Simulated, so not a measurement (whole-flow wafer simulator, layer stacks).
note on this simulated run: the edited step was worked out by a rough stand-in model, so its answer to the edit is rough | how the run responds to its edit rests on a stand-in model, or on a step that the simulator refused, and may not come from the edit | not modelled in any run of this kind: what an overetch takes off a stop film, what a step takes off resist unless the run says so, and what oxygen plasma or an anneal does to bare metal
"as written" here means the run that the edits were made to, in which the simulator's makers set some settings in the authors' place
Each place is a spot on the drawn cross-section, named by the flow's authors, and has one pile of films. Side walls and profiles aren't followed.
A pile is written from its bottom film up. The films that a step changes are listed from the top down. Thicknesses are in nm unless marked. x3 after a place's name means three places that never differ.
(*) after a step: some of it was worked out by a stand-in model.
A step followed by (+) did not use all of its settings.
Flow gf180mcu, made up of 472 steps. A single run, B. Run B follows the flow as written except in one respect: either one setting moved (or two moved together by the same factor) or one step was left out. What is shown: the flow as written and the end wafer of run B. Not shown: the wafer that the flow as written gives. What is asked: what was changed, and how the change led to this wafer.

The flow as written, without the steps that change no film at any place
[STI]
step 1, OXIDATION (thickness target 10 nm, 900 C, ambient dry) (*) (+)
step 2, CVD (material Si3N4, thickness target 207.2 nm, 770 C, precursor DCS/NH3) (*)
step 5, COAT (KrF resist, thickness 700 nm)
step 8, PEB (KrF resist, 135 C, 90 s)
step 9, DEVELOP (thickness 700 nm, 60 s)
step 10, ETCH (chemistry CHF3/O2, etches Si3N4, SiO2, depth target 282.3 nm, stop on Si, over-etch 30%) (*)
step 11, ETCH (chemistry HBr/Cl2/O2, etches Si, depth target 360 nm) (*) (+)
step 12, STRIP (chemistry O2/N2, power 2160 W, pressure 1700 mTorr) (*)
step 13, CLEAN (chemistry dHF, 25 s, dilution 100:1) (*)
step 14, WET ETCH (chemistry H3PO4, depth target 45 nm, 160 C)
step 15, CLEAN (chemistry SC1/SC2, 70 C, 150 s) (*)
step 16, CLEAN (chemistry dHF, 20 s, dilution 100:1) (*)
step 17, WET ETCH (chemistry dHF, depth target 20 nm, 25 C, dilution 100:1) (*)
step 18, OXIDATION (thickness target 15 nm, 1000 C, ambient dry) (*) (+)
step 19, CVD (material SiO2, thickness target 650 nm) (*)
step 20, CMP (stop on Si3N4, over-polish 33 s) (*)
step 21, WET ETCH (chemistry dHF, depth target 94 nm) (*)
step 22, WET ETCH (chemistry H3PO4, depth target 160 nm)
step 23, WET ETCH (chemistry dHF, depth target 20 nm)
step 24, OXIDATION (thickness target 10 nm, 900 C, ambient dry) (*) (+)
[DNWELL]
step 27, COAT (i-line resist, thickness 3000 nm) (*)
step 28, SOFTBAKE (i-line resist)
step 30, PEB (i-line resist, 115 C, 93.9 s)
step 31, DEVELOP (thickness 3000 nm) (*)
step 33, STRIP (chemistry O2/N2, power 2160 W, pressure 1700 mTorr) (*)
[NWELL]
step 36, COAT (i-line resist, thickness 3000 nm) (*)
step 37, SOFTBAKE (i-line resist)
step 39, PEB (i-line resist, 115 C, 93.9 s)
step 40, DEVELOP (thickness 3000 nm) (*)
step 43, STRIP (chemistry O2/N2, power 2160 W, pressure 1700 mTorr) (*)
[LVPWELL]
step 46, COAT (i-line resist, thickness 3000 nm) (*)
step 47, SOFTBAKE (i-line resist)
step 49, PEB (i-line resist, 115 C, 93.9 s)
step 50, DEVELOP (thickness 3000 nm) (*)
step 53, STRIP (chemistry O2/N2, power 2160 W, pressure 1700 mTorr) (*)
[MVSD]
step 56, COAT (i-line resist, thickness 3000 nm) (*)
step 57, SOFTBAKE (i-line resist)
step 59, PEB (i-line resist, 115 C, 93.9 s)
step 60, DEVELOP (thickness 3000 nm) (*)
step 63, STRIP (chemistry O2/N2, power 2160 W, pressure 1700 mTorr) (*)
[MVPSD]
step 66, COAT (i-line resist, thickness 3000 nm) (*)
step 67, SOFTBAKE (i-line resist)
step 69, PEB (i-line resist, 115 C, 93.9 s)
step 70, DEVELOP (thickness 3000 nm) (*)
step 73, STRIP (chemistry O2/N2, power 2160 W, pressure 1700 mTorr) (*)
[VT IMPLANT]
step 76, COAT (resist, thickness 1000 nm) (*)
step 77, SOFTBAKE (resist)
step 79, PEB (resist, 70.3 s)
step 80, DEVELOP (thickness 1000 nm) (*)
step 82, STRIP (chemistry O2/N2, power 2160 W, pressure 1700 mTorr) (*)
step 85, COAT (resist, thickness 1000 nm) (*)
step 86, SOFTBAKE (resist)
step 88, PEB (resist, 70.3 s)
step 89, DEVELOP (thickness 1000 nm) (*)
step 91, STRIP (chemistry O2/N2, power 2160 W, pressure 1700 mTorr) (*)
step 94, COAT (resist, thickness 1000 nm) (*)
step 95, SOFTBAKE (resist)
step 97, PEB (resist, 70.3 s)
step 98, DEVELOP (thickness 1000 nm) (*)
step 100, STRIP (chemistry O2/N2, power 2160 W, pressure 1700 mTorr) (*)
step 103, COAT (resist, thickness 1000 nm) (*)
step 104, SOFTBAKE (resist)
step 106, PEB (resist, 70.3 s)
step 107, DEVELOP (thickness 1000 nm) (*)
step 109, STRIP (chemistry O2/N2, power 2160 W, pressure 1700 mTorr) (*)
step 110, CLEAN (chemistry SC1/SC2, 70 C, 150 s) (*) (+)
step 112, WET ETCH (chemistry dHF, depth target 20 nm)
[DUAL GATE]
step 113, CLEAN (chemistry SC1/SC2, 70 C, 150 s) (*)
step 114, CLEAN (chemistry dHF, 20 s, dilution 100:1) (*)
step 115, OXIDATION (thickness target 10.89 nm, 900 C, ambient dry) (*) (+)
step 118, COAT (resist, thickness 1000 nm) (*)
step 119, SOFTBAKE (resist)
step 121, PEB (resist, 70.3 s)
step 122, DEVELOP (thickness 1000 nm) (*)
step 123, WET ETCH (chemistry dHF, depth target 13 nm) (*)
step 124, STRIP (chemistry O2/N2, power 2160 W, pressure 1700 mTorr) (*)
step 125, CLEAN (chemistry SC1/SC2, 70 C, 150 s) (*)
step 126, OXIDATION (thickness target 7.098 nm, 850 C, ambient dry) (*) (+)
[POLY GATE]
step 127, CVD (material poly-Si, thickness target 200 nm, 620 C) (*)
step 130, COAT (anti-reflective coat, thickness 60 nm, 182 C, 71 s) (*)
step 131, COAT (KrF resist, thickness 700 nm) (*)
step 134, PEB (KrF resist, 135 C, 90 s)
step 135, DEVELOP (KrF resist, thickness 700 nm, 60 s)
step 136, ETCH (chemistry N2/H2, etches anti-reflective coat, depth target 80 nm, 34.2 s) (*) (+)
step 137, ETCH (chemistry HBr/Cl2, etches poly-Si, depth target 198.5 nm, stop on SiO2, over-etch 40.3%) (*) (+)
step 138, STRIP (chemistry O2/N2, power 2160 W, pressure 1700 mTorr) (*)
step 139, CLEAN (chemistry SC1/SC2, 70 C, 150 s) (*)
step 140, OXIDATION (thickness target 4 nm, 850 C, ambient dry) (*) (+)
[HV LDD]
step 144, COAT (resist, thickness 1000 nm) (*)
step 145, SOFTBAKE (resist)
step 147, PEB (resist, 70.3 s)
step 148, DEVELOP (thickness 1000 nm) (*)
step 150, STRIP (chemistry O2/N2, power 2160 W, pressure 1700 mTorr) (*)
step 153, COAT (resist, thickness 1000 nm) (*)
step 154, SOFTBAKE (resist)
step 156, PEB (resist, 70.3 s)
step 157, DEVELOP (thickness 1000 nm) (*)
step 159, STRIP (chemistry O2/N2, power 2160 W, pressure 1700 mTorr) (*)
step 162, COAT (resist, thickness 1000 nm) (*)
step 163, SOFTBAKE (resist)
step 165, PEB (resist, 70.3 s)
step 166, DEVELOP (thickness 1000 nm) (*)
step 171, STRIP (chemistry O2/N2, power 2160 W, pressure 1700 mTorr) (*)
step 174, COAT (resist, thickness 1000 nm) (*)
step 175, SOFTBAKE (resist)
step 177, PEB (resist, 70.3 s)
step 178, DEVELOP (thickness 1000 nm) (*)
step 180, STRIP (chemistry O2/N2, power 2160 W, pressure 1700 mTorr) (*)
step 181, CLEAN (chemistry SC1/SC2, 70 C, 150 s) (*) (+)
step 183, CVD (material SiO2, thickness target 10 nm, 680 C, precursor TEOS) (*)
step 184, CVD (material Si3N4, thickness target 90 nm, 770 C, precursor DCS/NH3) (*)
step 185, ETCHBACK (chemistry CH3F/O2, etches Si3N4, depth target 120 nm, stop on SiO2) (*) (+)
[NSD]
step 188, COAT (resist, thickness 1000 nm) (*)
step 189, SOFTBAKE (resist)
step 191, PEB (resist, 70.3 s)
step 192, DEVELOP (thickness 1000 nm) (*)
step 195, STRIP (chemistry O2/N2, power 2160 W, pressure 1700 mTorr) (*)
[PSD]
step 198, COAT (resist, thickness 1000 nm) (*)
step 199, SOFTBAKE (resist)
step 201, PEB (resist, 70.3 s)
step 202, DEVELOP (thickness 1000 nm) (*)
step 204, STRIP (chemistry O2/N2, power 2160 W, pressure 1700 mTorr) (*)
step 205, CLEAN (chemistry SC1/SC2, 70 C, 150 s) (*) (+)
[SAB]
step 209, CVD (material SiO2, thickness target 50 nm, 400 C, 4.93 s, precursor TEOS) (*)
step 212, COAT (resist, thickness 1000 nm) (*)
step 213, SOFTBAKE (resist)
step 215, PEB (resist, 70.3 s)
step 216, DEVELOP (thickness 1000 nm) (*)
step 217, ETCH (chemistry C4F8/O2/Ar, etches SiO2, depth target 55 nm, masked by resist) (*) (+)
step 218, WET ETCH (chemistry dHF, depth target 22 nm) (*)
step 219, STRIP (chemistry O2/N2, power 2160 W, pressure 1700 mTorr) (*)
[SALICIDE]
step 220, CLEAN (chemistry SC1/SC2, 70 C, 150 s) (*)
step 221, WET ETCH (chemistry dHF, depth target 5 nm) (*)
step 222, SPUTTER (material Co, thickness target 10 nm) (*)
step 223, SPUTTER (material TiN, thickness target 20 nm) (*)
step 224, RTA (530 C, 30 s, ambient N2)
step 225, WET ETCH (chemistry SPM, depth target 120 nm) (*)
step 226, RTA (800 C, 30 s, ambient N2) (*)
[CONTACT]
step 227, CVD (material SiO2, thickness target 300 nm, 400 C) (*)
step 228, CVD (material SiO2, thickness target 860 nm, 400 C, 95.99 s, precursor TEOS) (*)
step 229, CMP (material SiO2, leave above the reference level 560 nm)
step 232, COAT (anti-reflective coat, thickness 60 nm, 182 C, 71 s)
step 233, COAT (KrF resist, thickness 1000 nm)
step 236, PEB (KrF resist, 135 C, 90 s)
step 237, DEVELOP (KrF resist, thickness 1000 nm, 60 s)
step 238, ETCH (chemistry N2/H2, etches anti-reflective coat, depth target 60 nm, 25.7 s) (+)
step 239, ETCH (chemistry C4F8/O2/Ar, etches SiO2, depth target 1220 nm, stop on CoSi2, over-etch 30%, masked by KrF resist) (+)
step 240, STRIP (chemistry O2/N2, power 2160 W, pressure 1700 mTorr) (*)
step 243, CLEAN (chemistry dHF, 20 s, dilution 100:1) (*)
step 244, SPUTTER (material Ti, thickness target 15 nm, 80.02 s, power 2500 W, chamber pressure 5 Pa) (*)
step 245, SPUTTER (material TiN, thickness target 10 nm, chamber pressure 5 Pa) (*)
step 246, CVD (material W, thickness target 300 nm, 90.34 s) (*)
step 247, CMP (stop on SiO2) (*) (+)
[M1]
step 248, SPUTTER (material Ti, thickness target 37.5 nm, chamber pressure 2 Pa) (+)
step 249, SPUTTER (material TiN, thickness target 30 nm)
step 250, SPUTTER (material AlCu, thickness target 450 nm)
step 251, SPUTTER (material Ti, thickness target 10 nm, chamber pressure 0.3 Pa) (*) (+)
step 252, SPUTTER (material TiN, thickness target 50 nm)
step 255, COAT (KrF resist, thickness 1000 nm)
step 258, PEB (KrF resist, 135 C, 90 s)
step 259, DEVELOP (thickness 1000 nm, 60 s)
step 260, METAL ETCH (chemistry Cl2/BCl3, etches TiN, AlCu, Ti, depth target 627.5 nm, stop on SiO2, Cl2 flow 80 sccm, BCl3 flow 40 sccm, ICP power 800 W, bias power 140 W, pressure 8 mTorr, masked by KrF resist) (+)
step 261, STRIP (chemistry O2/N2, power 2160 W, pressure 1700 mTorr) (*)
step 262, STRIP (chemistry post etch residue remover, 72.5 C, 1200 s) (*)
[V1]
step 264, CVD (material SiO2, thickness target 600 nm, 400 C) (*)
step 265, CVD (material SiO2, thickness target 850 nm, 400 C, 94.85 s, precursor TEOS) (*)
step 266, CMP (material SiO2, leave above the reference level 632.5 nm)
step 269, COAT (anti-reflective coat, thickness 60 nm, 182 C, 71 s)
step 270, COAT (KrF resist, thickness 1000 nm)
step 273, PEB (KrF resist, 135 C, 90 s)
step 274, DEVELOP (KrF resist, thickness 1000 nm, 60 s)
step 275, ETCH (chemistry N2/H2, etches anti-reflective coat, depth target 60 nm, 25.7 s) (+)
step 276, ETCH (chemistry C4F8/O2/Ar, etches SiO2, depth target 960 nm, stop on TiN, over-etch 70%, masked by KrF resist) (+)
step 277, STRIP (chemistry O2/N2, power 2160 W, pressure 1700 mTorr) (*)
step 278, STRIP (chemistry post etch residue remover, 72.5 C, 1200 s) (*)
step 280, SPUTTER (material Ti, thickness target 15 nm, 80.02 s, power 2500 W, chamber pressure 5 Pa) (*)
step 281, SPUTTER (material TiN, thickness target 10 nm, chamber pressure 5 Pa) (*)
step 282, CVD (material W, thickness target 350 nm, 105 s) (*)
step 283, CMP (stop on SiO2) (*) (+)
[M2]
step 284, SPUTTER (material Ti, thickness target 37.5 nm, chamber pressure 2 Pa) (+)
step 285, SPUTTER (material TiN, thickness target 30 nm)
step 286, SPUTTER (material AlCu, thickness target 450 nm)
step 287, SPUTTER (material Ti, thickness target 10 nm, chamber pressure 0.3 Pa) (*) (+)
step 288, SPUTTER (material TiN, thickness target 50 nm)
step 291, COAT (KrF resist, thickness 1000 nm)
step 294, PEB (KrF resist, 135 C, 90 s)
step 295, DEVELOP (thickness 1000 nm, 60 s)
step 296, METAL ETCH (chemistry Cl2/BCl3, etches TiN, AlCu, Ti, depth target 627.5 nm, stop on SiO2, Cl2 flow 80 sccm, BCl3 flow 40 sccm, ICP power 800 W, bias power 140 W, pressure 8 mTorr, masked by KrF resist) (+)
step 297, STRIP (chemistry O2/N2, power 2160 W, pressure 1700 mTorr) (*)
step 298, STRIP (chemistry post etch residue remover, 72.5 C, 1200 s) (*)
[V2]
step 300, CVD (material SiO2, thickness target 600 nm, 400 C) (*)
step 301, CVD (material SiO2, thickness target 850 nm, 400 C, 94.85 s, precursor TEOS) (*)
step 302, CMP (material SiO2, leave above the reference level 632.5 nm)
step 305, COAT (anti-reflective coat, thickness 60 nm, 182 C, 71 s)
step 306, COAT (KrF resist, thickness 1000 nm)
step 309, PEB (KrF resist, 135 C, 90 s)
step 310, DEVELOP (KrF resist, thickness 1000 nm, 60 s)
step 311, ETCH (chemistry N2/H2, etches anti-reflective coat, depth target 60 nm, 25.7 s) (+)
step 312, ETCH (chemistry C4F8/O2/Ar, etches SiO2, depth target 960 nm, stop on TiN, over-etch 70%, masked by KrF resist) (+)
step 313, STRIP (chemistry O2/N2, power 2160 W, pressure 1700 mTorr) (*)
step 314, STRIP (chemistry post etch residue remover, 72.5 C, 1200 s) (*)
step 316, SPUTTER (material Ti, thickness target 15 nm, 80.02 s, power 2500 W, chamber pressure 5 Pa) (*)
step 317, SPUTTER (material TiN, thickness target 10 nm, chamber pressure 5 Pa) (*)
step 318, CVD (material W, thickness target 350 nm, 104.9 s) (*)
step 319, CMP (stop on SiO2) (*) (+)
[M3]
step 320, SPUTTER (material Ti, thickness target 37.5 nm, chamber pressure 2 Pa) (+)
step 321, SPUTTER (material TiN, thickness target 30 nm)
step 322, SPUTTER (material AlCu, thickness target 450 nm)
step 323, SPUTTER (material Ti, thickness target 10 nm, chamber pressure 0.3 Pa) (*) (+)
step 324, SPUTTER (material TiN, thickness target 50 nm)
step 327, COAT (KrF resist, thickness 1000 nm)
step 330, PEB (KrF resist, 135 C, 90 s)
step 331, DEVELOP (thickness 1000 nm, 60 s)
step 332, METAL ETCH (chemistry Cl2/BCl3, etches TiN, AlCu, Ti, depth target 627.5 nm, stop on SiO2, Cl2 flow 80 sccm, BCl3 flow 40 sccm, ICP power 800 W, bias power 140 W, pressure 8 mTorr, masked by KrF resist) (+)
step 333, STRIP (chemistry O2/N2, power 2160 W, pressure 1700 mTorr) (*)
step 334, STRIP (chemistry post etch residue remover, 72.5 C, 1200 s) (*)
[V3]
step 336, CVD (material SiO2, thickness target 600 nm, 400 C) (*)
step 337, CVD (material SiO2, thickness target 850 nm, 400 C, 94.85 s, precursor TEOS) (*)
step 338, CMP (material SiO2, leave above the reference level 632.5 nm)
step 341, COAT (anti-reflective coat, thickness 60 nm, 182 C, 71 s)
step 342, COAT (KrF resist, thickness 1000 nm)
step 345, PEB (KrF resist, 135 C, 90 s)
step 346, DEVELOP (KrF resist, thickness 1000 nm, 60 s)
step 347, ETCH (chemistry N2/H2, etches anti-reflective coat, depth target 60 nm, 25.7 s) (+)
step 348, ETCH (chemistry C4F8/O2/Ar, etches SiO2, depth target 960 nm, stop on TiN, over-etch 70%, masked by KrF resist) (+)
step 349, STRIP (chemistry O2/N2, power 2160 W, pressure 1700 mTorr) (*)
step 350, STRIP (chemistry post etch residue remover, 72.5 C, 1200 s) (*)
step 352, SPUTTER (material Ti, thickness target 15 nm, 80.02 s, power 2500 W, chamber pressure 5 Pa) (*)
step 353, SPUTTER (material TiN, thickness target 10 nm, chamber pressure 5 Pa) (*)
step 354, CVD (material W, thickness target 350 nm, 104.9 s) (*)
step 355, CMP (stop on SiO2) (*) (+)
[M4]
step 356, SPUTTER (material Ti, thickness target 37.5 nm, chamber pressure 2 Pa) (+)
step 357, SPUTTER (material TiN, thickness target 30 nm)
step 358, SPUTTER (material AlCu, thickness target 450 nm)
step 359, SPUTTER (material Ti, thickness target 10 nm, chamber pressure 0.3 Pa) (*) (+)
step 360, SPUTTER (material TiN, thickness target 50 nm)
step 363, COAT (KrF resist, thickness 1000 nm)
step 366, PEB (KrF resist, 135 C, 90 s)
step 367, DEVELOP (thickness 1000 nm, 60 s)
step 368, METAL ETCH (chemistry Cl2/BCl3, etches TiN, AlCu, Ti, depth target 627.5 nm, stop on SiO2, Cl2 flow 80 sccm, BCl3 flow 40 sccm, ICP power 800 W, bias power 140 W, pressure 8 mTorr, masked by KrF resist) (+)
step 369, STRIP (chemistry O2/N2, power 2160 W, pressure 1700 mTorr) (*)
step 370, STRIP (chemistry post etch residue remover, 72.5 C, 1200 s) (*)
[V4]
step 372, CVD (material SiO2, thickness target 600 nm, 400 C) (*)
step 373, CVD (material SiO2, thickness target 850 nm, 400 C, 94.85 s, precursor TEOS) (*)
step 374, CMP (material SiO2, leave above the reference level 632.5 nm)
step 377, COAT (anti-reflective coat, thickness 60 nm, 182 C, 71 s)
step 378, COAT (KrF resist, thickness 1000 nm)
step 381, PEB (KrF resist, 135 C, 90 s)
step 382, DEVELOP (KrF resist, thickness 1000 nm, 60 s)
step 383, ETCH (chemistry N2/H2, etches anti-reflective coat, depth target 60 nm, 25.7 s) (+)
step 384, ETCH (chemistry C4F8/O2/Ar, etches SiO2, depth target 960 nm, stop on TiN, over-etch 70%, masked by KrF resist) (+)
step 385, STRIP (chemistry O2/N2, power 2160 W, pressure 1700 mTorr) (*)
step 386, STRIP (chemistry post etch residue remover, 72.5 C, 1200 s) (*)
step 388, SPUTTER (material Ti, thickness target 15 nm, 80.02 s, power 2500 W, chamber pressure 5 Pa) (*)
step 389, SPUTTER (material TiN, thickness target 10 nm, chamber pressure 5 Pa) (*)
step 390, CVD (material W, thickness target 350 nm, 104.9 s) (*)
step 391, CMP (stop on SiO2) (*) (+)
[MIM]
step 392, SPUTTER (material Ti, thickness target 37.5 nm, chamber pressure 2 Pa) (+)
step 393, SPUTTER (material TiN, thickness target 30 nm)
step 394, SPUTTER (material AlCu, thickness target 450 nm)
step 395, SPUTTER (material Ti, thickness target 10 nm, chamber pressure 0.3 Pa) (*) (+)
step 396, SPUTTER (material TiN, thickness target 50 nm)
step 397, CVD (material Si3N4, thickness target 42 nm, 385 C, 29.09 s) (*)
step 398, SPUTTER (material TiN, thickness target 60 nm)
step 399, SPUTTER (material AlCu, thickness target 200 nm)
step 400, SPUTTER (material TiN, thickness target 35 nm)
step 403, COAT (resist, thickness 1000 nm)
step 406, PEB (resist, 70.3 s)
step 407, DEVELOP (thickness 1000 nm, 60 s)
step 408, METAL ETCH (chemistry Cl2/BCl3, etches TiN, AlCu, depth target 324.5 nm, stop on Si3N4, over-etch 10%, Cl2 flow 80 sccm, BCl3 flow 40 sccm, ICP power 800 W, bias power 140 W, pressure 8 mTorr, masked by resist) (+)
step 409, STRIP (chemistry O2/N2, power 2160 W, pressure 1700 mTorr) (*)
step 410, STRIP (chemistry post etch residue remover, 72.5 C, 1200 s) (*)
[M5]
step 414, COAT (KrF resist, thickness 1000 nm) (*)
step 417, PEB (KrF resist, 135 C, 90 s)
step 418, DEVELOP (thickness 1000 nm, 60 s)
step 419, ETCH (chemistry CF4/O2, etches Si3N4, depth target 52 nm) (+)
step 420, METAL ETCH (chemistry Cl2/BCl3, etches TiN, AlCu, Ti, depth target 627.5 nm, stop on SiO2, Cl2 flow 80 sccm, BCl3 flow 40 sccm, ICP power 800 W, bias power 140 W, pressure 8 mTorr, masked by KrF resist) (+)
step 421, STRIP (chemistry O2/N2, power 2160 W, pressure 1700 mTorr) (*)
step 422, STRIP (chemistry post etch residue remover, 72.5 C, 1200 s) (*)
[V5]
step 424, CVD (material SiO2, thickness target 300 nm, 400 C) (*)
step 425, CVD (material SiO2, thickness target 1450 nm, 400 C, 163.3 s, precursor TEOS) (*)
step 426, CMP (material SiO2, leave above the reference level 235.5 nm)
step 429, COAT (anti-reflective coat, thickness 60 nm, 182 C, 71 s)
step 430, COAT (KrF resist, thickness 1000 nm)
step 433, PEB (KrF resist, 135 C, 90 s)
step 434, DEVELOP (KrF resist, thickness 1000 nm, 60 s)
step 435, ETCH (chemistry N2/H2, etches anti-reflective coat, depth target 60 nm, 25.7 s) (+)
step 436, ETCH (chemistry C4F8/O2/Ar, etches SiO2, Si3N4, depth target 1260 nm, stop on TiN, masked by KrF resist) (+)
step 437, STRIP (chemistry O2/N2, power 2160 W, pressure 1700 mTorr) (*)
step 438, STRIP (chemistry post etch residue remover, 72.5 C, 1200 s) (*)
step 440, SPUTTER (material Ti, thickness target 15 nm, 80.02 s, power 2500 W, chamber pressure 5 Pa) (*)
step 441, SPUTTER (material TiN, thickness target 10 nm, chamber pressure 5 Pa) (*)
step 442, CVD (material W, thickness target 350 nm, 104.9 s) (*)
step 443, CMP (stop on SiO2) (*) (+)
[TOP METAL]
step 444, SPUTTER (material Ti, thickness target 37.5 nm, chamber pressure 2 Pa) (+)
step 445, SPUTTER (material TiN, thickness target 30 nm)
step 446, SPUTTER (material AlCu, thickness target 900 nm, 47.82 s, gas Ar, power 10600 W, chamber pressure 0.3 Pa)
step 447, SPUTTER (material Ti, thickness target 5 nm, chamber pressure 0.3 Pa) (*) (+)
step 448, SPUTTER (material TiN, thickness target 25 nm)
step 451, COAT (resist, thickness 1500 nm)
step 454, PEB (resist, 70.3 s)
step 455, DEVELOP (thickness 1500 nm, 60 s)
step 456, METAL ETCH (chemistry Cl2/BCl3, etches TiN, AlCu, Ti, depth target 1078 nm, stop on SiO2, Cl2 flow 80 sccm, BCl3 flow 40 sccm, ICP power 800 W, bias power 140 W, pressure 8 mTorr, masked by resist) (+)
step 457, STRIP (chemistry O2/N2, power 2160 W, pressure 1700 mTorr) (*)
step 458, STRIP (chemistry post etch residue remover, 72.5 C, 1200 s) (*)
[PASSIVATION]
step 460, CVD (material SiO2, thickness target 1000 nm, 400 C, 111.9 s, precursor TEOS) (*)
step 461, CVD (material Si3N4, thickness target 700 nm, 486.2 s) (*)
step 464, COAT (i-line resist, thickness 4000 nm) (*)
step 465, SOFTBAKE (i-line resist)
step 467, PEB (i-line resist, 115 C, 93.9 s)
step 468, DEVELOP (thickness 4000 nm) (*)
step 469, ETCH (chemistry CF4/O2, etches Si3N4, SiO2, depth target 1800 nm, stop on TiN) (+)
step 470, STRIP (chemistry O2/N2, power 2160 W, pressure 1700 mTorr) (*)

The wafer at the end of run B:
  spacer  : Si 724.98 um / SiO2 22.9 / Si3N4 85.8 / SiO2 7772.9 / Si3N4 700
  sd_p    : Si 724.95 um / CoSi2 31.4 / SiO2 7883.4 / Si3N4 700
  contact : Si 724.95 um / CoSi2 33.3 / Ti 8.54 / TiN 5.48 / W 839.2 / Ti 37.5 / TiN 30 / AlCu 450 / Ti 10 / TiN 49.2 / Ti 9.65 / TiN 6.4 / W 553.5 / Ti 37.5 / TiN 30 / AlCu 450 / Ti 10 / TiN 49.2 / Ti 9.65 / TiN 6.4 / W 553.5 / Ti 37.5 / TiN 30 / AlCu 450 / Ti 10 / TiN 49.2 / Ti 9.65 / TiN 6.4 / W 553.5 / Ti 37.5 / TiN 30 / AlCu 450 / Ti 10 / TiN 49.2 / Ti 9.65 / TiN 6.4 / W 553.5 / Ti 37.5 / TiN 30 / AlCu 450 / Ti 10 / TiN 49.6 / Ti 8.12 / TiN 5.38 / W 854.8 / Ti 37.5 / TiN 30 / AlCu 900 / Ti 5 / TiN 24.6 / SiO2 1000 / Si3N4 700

The reason: step 183, CVD: thickness target 15.7 nm was run, while the flow as written has thickness target 10 nm.

Step by step, how the change led to this:
  step 183, CVD (material SiO2, thickness target 10 nm, 680 C, precursor TEOS) (*)
      field, field__w1, field__w2 and 99 more: +15.7 SiO2 (in the flow as written it would be: +10 SiO2)
      ld_drift_p: +15.5 SiO2 (in the flow as written it would be: +9.87 SiO2)
      (as well as at 1 more place)
  step 189, SOFTBAKE (resist)
      field__w9: -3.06 resist (in the flow as written it would be: +6.92 resist)
      field_sub__w1: +9.77 resist (in the flow as written it would be: +7.47 resist)
  step 199, SOFTBAKE (resist)
      field__w9: -3.06 resist (in the flow as written it would be: +6.92 resist)
      field_sub__w1: +9.77 resist (in the flow as written it would be: +7.47 resist)
  step 218, WET ETCH (chemistry dHF, depth target 22 nm) (*)
      gate, gate_hv, gate_p and 23 more: -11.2 SiO2 (all of it) (in the flow as written it would be: -5.48 SiO2 (all of it))
      field__w7, field__w8, field__w11 and 14 more: -25.5 SiO2 (in the flow as written it would be: -24.6 SiO2)
      (as well as at 56 more places)
  step 229, CMP (material SiO2, leave above the reference level 560 nm)
      field__w2: -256 SiO2 (in the flow as written it would be: -250 SiO2)
      field__w3: -238.2 SiO2 (in the flow as written it would be: -232.3 SiO2)
      (as well as at 4 more places)
